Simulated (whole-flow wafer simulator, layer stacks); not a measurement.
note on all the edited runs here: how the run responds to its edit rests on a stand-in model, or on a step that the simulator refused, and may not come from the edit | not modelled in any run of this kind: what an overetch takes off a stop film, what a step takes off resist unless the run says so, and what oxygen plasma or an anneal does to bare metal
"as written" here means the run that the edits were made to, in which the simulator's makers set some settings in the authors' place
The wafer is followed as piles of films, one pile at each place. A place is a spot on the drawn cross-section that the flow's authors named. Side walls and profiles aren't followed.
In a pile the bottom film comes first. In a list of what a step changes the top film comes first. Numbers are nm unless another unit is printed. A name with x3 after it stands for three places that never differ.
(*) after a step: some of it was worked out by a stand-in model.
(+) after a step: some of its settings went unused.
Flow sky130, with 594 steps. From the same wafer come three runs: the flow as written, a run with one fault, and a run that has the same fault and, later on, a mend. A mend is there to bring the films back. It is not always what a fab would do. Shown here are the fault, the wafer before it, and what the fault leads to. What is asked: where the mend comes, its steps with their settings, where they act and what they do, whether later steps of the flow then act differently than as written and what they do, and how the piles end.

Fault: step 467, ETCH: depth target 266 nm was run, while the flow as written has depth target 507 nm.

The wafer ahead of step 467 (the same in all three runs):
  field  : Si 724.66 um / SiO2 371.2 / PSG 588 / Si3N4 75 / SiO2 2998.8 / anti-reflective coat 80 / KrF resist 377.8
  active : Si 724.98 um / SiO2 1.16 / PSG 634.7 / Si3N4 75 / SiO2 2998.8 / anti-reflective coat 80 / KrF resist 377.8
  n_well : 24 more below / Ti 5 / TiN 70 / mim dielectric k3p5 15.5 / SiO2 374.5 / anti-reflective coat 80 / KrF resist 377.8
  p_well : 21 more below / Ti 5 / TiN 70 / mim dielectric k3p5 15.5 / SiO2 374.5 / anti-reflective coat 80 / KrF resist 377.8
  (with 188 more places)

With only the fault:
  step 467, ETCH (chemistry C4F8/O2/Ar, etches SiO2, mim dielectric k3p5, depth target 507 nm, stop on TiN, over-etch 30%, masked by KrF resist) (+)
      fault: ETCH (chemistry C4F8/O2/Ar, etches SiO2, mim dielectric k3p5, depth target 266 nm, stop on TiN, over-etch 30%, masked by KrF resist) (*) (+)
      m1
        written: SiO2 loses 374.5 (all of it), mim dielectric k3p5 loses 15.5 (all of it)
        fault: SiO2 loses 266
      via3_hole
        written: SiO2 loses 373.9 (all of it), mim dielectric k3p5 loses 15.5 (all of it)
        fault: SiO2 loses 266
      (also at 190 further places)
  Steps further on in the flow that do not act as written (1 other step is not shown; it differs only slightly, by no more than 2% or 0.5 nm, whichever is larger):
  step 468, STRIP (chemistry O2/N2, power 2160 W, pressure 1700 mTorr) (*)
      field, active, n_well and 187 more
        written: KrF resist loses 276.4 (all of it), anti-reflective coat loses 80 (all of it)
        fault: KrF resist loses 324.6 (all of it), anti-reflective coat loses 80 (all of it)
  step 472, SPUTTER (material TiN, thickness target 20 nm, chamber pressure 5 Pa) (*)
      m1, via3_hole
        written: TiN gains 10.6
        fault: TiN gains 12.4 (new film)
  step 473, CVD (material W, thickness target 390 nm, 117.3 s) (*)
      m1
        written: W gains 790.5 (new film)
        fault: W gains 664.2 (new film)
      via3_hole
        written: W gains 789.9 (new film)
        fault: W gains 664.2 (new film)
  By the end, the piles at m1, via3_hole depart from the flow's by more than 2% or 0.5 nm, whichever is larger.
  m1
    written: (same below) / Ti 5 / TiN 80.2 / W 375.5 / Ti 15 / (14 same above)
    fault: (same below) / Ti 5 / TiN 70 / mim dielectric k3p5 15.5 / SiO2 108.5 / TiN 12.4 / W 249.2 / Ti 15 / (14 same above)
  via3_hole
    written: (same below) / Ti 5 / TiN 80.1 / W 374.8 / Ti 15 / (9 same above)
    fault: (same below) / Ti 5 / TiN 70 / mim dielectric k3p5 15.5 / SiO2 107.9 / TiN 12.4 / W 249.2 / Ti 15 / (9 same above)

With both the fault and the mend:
  After step 467 comes the mend.
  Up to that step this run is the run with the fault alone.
  step 467a, ETCH (chemistry C4F8/O2/Ar, etches SiO2, mim dielectric k3p5, depth target 241 nm, stop on TiN, over-etch 30%, masked by KrF resist) (+) (the flow's step 467 again, with other settings)
      field, active, n_well and 187 more
        KrF resist loses 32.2
      m1
        SiO2 loses 108.5 (all of it), mim dielectric k3p5 loses 15.5 (all of it)
      via3_hole
        SiO2 loses 107.9 (all of it), mim dielectric k3p5 loses 15.5 (all of it)
  Steps further on in the flow that do not act as written:
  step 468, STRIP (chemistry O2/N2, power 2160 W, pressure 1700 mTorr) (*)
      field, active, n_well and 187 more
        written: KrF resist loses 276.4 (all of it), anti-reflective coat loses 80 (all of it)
        mend: KrF resist loses 292.4 (all of it), anti-reflective coat loses 80 (all of it)
  At every place that both follow, the piles at the end match the flow's.
